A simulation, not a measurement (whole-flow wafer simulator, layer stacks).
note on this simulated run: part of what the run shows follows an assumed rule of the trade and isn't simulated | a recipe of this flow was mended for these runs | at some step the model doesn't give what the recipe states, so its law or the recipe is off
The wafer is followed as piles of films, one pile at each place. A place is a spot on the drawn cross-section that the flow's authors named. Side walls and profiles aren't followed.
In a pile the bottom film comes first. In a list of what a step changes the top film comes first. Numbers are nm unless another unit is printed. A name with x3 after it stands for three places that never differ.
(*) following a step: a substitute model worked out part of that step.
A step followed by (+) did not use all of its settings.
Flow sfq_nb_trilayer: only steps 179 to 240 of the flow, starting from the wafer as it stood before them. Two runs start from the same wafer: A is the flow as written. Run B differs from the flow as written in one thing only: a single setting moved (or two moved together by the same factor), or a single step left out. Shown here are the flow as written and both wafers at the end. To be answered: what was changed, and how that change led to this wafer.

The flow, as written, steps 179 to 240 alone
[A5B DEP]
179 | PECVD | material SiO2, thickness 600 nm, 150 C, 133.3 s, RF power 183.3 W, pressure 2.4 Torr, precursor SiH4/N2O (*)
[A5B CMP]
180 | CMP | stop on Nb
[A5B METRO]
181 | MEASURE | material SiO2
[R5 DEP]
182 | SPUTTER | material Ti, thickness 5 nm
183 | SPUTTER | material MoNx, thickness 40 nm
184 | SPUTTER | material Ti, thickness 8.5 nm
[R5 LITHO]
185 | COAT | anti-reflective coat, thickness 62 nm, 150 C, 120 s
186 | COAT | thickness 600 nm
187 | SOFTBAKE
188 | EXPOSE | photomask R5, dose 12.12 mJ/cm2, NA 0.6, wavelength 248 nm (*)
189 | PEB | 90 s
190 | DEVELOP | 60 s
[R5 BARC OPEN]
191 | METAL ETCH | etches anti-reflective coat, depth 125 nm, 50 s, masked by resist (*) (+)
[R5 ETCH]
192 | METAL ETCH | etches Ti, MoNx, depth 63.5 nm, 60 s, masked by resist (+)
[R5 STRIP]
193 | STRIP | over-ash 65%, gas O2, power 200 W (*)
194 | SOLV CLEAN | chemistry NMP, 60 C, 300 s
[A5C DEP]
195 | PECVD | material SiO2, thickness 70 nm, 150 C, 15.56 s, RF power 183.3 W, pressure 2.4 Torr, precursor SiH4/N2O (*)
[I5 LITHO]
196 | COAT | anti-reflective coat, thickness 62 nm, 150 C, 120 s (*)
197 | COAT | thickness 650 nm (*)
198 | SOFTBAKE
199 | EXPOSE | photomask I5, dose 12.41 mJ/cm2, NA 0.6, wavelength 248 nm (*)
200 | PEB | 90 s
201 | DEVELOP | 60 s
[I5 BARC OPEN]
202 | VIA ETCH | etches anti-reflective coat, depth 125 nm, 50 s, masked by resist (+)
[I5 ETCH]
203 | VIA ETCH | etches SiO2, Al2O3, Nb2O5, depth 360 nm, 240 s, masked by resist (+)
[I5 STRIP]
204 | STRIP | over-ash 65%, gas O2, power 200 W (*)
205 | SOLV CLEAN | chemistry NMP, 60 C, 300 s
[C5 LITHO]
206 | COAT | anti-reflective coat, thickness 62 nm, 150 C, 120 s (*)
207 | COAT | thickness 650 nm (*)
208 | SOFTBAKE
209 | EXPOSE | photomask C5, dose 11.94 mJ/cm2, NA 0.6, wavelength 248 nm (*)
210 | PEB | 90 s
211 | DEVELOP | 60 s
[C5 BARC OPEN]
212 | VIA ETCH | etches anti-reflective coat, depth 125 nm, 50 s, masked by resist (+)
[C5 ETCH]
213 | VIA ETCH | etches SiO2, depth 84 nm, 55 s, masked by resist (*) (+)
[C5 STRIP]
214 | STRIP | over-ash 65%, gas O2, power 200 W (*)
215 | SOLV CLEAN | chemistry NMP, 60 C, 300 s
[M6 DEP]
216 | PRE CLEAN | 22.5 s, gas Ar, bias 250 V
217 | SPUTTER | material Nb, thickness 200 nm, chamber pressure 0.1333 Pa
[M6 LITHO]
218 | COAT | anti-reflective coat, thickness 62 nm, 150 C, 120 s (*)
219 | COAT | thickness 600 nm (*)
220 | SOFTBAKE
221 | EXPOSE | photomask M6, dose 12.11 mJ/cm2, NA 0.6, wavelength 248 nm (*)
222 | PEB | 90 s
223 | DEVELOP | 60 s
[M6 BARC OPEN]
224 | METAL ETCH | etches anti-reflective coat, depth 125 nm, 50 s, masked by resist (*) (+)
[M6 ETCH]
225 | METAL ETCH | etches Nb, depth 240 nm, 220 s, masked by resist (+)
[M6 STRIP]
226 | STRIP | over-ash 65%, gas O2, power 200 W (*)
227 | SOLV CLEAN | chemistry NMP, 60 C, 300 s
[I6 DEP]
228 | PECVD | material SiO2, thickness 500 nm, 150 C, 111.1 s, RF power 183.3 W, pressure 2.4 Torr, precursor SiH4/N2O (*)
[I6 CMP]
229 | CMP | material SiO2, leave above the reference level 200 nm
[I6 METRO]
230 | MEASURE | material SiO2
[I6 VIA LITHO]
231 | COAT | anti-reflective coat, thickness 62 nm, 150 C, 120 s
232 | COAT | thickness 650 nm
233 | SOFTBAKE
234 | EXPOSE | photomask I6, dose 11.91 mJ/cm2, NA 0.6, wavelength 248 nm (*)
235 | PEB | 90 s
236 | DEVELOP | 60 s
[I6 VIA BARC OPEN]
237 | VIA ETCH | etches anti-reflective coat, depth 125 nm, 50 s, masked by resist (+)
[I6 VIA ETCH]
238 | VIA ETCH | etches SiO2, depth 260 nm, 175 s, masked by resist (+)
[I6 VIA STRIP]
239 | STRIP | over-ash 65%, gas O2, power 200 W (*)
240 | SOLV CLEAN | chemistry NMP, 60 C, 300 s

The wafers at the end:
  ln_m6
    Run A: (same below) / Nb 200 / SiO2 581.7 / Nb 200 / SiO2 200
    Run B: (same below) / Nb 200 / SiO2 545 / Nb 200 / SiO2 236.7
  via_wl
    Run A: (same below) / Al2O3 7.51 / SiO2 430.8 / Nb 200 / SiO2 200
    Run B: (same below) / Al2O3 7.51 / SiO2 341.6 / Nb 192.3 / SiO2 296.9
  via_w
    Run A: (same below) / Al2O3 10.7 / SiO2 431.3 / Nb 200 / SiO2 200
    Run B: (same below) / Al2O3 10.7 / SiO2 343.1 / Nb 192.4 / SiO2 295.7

What caused this: step 179, PECVD: thickness 300 nm was run, though the flow has thickness 600 nm; step 179, PECVD: 66.67 s was run, where the flow has 133.3 s.

Step by step, how the change led to this:
  179 | PECVD | material SiO2, thickness 600 nm, 150 C, 133.3 s, RF power 183.3 W, pressure 2.4 Torr, precursor SiH4/N2O (*)
      v_sur, via_sp, via_v and 47 more: A +600 SiO2 (new film) | B +300 SiO2 (new film)
      field_l, lsp_m, ln_m6 and 44 more: A +600 SiO2 | B +300 SiO2
      (as well as at 9 more places)
  180 | CMP | stop on Nb
      field_l, lsp_m, ln_m6 and 44 more: A -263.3 SiO2 | B nothing
      r_sur, res, r_end, moat, field_r, lsp_l: A -256.4 SiO2 | B nothing
      (as well as at 53 more places)
  182 | SPUTTER | material Ti, thickness 5 nm
      via_wl, via_wr: A +5 Ti (new film) | B +4.05 Ti (new film)
  183 | SPUTTER | material MoNx, thickness 40 nm
      via_wl, via_wr: A +40 MoNx (new film) | B +33 MoNx (new film)
      r_sur: A +40 MoNx (new film) | B +38.5 MoNx (new film)
  184 | SPUTTER | material Ti, thickness 8.5 nm
      via_wl, via_wr: A +8.5 Ti (new film) | B +6.77 Ti (new film)
  185 | COAT | anti-reflective coat, thickness 62 nm, 150 C, 120 s
      via_sp, wl_g_m5: A +62 anti-reflective coat (new film) | B +43.4 anti-reflective coat (new film)
      be, gap: A +62 anti-reflective coat (new film) | B +59.5 anti-reflective coat (new film)
      (as well as at 41 more places)
  186 | COAT | thickness 600 nm
      via_wl: A +600 KrF-resist-other-grade (new film) | B +618.4 KrF-resist-other-grade (new film)
      via_w: A +600 KrF-resist-other-grade (new film) | B +626.3 KrF-resist-other-grade (new film)
      (as well as at 4 more places)
  190 | DEVELOP | 60 s
      via_wl: A -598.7 KrF-resist-other-grade (all of it) | B -617.1 KrF-resist-other-grade (all of it)
      via_w: A -598.7 KrF-resist-other-grade (all of it) | B -625 KrF-resist-other-grade (all of it)
      (as well as at 4 more places)
  191 | METAL ETCH | etches anti-reflective coat, depth 125 nm, 50 s, masked by resist (*) (+)
      via_sp, wl_g_m5: A -62 anti-reflective coat (all of it) | B -43.4 anti-reflective coat (all of it)
      be, gap: A -62 anti-reflective coat (all of it) | B -59.5 anti-reflective coat (all of it)
      (as well as at 38 more places)
  192 | METAL ETCH | etches Ti, MoNx, depth 63.5 nm, 60 s, masked by resist (+)
      via_wl, via_wr: A -8.5 Ti (all of it), -40 MoNx (all of it), -5 Ti (all of it), -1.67 SiO2 | B -6.77 Ti (all of it), -33 MoNx (all of it), -4.05 Ti (all of it), -3.29 SiO2
  193 | STRIP | over-ash 65%, gas O2, power 200 W (*)
      be_r: A -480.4 KrF-resist-other-grade (all of it), -62 anti-reflective coat (all of it) | B -474 KrF-resist-other-grade (all of it), -51.6 anti-reflective coat (all of it)
      r_sur: A -480.4 KrF-resist-other-grade (all of it), -62 anti-reflective coat (all of it) | B -482.4 KrF-resist-other-grade (all of it), -79.7 anti-reflective coat (all of it)
      (as well as at 2 more places)
  196 | COAT | anti-reflective coat, thickness 62 nm, 150 C, 120 s (*)
      wl_b_sr, wl_g_sl: A +62 anti-reflective coat (new film) | B +70.9 anti-reflective coat (new film)
      m5r_line_l, m5r_line_r: A +62 anti-reflective coat (new film) | B +47.5 anti-reflective coat (new film)
      (as well as at 43 more places)
  197 | COAT | thickness 650 nm (*)
      via_wl: A +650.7 KrF-resist-other-grade (new film) | B +669.5 KrF-resist-other-grade (new film)
      via_w: A +650.7 KrF-resist-other-grade (new film) | B +677.4 KrF-resist-other-grade (new film)
      (as well as at 3 more places)
  202 | VIA ETCH | etches anti-reflective coat, depth 125 nm, 50 s, masked by resist (+)
      be: A -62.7 anti-reflective coat (all of it), -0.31 SiO2 | B -60.3 anti-reflective coat (all of it), -0.32 SiO2
  204 | STRIP | over-ash 65%, gas O2, power 200 W (*)
      m5r_line_l, m5r_line_r: A -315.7 KrF-resist-other-grade (all of it), -62 anti-reflective coat (all of it) | B -314.5 KrF-resist-other-grade (all of it), -47.5 anti-reflective coat (all of it)
      m5r_space_l, m5r_space_r: A -315.7 KrF-resist-other-grade (all of it), -62 anti-reflective coat (all of it) | B -316.5 KrF-resist-other-grade (all of it), -82.1 anti-reflective coat (all of it)
      (as well as at 49 more places)
  206 | COAT | anti-reflective coat, thickness 62 nm, 150 C, 120 s (*)
      wl_b_sr, wl_g_sl: A +62 anti-reflective coat (new film) | B +70.9 anti-reflective coat (new film)
      m5r_line_l, m5r_line_r: A +62 anti-reflective coat (new film) | B +47.5 anti-reflective coat (new film)
      (as well as at 45 more places)
  ... 9 other steps ...
  229 | CMP | material SiO2, leave above the reference level 200 nm
      field_l, p4_fl, p4_fm and 35 more: A -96 SiO2 | B -59.3 SiO2
      ln_m6, wl_a_m6, wl_c_m6, wl_f_m6: A -300 SiO2 | B -263.3 SiO2
      (as well as at 14 more places)
